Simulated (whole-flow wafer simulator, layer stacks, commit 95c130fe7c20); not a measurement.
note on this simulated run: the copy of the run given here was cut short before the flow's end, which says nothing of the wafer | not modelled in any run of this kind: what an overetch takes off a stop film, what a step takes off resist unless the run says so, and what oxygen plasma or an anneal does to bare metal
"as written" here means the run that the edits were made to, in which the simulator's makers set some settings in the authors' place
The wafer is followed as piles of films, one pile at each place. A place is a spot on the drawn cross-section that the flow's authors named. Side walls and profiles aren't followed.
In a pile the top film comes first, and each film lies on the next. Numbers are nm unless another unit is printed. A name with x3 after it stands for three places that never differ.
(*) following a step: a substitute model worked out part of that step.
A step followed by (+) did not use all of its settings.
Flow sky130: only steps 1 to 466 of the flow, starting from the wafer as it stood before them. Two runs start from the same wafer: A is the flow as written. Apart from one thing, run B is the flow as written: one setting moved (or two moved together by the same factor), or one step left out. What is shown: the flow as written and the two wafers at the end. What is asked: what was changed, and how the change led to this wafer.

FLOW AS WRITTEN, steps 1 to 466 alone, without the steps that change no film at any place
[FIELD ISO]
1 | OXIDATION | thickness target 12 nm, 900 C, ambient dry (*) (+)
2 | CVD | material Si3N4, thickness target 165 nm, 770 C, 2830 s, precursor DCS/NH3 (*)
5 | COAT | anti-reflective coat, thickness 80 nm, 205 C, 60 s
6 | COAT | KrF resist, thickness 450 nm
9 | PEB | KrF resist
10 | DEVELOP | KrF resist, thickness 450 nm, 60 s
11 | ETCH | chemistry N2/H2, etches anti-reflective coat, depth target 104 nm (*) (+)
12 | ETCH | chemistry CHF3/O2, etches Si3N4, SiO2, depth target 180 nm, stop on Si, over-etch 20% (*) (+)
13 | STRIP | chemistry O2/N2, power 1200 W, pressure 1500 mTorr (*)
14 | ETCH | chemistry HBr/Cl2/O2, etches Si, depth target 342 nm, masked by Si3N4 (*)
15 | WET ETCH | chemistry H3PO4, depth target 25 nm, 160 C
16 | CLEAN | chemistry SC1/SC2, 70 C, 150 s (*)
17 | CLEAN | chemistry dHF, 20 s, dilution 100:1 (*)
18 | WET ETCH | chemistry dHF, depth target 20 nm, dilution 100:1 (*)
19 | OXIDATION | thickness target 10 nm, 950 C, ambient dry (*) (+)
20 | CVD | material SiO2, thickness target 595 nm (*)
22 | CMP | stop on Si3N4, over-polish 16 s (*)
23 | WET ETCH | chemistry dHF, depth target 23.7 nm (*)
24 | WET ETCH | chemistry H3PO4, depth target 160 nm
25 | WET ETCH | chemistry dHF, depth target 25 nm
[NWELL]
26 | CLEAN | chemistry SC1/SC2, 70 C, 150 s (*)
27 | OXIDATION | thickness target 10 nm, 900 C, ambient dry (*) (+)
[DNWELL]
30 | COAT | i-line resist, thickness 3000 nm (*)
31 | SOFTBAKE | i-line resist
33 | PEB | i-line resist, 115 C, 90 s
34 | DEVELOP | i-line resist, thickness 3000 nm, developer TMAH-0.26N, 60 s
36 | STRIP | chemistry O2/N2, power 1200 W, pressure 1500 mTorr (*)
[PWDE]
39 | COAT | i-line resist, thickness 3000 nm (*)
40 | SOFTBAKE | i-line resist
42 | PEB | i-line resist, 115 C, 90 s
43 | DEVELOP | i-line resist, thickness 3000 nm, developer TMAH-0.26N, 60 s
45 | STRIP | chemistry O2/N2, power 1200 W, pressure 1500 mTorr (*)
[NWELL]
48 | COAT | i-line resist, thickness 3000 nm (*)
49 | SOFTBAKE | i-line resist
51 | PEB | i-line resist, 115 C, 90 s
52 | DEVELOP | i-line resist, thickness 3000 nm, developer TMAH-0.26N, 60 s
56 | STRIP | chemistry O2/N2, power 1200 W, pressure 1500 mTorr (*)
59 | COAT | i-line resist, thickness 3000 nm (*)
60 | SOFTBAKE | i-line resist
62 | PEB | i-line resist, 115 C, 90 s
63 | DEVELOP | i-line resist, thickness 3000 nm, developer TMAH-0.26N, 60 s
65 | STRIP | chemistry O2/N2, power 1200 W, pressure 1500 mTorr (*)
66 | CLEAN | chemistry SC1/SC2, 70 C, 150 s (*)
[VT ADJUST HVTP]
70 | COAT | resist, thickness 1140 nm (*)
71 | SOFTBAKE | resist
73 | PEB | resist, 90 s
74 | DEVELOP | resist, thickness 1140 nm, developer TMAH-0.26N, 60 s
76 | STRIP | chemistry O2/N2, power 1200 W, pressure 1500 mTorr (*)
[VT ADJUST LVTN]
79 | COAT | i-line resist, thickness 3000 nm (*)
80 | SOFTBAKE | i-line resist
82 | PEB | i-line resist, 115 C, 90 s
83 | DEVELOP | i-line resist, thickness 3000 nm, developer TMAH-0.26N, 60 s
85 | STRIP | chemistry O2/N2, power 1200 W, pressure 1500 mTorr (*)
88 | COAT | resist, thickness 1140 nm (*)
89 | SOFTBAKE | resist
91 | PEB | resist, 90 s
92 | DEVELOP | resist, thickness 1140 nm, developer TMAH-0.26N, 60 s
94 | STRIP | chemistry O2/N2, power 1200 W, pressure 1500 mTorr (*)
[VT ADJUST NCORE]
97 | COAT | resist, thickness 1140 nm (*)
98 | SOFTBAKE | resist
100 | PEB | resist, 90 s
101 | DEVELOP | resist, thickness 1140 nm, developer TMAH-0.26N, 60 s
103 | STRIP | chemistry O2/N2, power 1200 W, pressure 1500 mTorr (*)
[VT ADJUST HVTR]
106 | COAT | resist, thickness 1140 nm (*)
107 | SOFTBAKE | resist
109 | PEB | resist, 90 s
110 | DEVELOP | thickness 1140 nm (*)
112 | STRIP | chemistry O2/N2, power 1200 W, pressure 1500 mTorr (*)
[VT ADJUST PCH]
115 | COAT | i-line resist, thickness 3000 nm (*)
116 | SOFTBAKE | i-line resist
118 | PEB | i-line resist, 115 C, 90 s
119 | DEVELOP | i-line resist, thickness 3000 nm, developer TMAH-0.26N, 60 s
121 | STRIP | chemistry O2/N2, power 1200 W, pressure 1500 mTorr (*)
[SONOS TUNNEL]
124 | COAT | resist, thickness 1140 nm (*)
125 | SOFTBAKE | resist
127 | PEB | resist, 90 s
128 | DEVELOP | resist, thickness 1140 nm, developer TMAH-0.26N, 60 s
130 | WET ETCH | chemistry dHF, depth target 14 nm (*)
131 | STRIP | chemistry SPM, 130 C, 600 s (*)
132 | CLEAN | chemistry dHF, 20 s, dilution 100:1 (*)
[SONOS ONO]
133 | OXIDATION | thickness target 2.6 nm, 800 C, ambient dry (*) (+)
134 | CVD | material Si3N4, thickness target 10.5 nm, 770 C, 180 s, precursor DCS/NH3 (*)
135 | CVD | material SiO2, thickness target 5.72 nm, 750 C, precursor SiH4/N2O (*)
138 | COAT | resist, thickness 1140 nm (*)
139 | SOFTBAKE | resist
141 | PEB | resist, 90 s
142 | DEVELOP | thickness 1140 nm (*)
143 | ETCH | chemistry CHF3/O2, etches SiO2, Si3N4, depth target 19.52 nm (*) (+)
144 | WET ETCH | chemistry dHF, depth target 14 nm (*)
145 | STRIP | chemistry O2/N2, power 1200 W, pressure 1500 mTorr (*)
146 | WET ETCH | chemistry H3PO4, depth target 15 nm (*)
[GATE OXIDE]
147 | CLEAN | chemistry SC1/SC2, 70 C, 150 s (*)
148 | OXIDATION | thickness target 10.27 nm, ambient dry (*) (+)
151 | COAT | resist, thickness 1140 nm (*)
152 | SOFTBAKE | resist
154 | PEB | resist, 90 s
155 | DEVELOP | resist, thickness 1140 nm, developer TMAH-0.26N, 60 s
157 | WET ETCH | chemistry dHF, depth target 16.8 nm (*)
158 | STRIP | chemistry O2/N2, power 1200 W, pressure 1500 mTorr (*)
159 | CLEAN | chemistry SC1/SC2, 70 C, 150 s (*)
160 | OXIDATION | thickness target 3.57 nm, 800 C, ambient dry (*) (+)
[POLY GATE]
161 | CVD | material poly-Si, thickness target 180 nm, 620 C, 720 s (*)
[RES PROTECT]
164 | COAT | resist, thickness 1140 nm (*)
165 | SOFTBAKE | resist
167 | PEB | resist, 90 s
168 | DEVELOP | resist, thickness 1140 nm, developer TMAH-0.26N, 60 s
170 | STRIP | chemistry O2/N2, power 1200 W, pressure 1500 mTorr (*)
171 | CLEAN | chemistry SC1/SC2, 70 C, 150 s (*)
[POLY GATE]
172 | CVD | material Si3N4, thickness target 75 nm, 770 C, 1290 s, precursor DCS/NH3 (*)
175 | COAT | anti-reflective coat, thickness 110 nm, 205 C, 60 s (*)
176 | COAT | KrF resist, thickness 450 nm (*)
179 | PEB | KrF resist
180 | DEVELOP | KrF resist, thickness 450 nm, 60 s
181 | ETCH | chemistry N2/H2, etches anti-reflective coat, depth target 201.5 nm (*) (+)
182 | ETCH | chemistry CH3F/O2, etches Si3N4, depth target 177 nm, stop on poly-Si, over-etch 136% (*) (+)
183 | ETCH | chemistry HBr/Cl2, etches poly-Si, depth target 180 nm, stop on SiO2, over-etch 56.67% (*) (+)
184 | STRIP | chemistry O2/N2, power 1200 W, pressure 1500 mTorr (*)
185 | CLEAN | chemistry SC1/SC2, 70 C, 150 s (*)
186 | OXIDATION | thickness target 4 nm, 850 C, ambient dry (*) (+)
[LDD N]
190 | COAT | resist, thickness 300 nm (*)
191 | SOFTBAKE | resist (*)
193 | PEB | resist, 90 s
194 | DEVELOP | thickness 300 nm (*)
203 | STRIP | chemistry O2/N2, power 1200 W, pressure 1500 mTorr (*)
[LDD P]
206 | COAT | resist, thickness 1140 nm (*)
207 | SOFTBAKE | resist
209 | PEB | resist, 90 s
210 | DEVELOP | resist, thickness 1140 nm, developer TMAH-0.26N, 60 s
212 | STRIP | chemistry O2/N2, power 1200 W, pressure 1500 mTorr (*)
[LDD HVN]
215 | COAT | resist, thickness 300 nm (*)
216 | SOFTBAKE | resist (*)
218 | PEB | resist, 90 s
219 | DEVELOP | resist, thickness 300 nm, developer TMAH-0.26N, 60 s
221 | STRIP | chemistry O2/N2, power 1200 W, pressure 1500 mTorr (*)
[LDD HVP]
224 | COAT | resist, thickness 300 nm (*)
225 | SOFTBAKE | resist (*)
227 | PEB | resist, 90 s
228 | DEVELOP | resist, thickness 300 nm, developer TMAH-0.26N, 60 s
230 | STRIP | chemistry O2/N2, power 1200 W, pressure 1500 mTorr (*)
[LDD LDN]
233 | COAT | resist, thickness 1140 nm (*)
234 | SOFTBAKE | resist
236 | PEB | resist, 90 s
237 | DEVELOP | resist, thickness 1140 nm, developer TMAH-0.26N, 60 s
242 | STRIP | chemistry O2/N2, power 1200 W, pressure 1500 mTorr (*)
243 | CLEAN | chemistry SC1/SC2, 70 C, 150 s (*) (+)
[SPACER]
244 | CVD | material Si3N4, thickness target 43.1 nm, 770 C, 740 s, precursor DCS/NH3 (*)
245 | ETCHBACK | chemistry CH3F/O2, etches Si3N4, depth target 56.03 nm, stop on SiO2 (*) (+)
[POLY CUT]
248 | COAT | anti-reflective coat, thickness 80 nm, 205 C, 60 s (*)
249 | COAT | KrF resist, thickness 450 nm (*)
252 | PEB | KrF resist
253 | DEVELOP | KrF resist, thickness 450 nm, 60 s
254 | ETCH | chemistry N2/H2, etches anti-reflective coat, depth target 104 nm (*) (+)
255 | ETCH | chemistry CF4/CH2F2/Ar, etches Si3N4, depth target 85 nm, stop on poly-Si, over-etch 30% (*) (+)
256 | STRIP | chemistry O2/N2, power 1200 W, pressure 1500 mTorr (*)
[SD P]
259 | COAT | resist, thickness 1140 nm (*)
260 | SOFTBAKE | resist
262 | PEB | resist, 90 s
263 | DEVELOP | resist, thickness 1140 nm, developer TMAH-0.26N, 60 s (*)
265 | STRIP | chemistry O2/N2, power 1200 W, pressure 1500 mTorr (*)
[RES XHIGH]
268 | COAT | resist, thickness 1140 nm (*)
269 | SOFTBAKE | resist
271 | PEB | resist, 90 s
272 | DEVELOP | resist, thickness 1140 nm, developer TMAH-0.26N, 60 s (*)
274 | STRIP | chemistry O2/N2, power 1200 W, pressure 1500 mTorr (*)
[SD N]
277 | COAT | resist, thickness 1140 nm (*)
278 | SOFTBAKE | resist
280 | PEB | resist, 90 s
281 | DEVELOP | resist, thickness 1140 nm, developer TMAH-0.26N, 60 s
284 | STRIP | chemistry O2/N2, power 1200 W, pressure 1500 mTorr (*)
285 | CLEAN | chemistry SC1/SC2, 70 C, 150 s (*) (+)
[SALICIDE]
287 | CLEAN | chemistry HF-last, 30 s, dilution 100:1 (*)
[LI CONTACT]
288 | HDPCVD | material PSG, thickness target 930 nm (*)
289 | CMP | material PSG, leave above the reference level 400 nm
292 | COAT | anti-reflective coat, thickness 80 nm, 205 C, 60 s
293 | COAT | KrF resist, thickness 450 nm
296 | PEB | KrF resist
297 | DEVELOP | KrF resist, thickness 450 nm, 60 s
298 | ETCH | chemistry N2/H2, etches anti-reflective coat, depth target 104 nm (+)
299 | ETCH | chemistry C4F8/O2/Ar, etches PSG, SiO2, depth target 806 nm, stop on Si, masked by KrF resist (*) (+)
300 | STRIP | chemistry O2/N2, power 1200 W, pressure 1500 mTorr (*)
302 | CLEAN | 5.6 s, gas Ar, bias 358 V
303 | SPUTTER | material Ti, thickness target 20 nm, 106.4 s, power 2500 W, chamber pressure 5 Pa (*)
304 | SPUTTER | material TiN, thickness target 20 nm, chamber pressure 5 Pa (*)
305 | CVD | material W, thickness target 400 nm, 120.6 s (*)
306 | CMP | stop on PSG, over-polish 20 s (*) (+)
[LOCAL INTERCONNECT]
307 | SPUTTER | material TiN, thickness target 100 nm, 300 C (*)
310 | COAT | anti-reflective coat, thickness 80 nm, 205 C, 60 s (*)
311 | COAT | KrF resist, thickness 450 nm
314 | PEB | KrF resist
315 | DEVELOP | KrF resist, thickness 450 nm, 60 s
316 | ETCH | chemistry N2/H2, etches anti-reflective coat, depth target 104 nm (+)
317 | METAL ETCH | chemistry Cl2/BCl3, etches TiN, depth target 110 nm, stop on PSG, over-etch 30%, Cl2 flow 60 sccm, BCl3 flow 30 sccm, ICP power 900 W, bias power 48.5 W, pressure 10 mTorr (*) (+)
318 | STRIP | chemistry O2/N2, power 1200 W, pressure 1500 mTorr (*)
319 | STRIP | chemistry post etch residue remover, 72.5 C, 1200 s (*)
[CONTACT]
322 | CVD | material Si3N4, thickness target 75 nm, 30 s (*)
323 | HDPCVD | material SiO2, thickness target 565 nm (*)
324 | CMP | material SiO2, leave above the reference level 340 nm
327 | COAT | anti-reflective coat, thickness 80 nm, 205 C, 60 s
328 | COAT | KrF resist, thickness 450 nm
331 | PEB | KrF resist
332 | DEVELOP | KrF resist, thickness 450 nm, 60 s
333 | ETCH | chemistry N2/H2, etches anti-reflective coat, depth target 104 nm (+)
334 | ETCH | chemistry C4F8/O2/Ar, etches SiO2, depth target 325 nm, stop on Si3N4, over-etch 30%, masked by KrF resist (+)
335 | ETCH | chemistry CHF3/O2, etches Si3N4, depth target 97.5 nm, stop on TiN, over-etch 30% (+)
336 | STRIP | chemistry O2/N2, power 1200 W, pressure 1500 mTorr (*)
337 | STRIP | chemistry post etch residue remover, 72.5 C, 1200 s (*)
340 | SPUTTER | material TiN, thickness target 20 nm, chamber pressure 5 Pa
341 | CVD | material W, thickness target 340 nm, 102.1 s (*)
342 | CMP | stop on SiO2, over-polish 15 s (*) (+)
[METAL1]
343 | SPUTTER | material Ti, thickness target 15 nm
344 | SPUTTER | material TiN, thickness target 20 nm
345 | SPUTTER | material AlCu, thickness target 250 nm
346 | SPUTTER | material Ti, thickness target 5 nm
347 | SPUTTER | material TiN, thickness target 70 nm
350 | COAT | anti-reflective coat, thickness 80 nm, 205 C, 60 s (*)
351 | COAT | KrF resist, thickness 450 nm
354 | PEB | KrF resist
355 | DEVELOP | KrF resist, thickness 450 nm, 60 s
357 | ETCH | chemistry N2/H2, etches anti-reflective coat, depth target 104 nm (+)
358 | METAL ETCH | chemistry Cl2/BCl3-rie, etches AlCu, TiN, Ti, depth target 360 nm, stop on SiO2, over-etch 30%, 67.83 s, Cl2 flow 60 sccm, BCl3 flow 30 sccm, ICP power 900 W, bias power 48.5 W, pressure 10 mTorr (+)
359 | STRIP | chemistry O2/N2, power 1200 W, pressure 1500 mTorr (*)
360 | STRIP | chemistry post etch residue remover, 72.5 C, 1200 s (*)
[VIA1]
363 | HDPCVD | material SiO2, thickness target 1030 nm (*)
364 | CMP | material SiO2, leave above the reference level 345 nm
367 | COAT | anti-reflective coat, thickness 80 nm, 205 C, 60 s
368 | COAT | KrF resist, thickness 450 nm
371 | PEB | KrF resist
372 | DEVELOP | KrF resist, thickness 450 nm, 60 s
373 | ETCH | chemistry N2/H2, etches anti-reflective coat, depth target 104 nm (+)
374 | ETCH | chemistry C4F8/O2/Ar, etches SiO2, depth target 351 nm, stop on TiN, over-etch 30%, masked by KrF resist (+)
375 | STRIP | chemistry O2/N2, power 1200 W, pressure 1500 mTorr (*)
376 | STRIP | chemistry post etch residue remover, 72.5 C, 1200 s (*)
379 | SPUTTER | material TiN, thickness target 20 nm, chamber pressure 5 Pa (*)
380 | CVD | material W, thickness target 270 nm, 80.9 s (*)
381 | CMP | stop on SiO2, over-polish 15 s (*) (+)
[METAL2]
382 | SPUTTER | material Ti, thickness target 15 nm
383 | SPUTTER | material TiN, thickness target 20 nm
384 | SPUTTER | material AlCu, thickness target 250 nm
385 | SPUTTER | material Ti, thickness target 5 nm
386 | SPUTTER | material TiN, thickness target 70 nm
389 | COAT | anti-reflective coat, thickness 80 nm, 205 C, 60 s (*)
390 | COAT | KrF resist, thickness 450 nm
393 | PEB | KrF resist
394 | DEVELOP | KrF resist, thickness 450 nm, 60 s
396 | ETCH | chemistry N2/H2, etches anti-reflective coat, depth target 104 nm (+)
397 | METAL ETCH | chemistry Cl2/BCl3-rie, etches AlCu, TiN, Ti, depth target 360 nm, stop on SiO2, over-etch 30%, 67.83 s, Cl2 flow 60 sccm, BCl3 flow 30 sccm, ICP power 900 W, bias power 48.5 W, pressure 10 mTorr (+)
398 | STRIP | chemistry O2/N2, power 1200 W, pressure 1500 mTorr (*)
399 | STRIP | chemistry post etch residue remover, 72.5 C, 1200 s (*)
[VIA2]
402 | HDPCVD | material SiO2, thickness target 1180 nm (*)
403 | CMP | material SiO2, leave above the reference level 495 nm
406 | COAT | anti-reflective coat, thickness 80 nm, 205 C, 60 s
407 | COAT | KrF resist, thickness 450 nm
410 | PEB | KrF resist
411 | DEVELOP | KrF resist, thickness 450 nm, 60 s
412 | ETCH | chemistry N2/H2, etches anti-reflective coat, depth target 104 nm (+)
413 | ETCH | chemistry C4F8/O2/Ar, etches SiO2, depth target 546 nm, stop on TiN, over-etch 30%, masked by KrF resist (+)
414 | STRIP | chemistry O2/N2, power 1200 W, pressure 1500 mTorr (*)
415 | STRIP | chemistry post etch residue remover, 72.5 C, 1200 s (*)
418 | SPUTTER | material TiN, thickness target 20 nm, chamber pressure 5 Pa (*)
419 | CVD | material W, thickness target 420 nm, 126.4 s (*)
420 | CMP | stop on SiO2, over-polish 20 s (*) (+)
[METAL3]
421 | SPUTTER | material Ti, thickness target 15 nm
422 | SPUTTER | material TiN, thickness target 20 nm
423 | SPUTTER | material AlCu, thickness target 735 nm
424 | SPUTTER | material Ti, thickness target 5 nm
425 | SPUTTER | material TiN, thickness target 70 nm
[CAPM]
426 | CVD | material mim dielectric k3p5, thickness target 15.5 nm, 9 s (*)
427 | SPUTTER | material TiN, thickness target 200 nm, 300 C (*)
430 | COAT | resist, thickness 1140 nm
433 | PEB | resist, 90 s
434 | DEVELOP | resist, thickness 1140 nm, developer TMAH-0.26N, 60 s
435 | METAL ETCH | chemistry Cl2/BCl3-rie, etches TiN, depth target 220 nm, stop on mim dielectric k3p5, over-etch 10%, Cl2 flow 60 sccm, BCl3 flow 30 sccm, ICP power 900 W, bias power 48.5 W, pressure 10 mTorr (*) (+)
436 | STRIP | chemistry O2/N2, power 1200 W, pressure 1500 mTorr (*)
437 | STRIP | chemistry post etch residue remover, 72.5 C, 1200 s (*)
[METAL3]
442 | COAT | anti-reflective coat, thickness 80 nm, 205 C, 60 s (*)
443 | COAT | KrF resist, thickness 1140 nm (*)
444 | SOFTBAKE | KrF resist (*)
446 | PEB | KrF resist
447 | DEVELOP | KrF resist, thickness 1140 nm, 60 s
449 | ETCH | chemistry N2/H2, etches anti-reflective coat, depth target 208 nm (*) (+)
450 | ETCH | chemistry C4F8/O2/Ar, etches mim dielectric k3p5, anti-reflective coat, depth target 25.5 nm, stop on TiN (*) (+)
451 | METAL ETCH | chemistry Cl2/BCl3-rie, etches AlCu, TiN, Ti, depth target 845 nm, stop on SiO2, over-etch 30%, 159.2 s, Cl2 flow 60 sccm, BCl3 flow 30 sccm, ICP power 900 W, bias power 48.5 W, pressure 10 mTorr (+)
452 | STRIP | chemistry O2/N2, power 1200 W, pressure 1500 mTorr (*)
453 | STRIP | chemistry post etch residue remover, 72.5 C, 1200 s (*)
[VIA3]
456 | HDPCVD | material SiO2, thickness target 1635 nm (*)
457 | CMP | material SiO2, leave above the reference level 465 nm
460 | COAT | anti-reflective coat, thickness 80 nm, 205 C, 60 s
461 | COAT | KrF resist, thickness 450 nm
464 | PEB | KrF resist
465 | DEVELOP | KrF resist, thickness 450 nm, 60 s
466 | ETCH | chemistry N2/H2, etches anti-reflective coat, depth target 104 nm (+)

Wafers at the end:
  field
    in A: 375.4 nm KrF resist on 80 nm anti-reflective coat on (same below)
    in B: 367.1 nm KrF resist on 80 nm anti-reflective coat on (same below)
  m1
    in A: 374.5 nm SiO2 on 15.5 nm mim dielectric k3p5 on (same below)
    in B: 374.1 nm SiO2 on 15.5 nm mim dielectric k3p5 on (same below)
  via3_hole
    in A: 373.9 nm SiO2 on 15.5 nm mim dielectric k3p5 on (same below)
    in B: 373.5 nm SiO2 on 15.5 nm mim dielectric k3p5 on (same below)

Cause: step 466, ETCH: depth target 119 nm was run, though the flow has depth target 104 nm.

How this came from the change, step by step:
  466 | ETCH | chemistry N2/H2, etches anti-reflective coat, depth target 104 nm (+)
      field, active, n_well and 187 more: A -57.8 KrF resist | B -66.1 KrF resist
